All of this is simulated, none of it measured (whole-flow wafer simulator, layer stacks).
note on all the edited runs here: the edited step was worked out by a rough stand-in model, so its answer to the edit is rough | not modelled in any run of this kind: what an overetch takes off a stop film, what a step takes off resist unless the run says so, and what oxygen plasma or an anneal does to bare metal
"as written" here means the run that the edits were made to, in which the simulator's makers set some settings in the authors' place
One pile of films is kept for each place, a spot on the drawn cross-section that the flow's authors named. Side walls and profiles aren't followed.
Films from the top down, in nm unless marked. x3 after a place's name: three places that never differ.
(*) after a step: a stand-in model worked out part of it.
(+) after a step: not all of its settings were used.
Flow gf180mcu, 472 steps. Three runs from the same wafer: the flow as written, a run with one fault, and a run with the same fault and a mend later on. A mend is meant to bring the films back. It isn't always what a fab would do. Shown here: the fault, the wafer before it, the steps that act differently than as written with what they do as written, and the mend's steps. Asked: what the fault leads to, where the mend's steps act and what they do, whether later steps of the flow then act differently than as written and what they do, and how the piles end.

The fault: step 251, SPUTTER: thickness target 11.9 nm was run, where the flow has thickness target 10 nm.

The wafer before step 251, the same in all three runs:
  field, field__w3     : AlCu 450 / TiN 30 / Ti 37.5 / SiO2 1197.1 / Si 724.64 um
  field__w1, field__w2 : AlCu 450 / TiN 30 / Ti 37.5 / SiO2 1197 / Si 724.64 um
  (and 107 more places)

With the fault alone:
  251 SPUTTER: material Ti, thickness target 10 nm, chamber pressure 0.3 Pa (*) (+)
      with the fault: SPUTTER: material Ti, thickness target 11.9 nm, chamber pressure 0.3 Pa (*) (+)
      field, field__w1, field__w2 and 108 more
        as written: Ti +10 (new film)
        with the fault: Ti +11.9 (new film)
  Later steps of the flow that act differently than as written (5 more steps differ only slightly, by at most 2% or 0.5 nm, whichever is larger, and aren't shown):
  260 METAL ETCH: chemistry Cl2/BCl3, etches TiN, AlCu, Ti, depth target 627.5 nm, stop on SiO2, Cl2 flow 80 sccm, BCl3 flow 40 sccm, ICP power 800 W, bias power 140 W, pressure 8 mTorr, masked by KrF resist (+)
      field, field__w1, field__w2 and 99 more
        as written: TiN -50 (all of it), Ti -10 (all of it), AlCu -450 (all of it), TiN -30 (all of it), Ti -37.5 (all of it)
        with the fault: TiN -50 (all of it), Ti -11.9 (all of it), AlCu -450 (all of it), TiN -30 (all of it), Ti -37.5 (all of it)
  At the end the piles differ from the flow's by more than 2% or 0.5 nm, whichever is larger, at field__w8, contact, m1 and 6 more.
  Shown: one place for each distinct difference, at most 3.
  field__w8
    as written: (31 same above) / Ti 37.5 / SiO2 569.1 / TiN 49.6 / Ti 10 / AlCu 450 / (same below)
    with the fault: (31 same above) / Ti 37.5 / SiO2 567.2 / TiN 49.6 / Ti 11.9 / AlCu 450 / (same below)
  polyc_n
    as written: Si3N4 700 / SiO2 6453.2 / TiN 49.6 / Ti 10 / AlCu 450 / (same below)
    with the fault: Si3N4 700 / SiO2 6451.3 / TiN 49.6 / Ti 11.9 / AlCu 450 / (same below)
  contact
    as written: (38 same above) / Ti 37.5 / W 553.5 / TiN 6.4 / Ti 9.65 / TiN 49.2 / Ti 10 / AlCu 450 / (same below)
    with the fault: (38 same above) / Ti 37.5 / W 551.6 / TiN 6.41 / Ti 9.66 / TiN 49.2 / Ti 11.9 / AlCu 450 / (same below)

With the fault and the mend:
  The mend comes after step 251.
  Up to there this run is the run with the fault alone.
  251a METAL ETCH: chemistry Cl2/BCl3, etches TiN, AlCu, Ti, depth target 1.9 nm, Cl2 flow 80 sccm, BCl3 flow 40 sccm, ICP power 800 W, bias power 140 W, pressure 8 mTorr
      field, field__w1, field__w2 and 108 more
        Ti -1.9
  No later step of the flow acts differently than as written at any place that is followed.
  At the end the piles are the same as the flow's at every place that both follow.
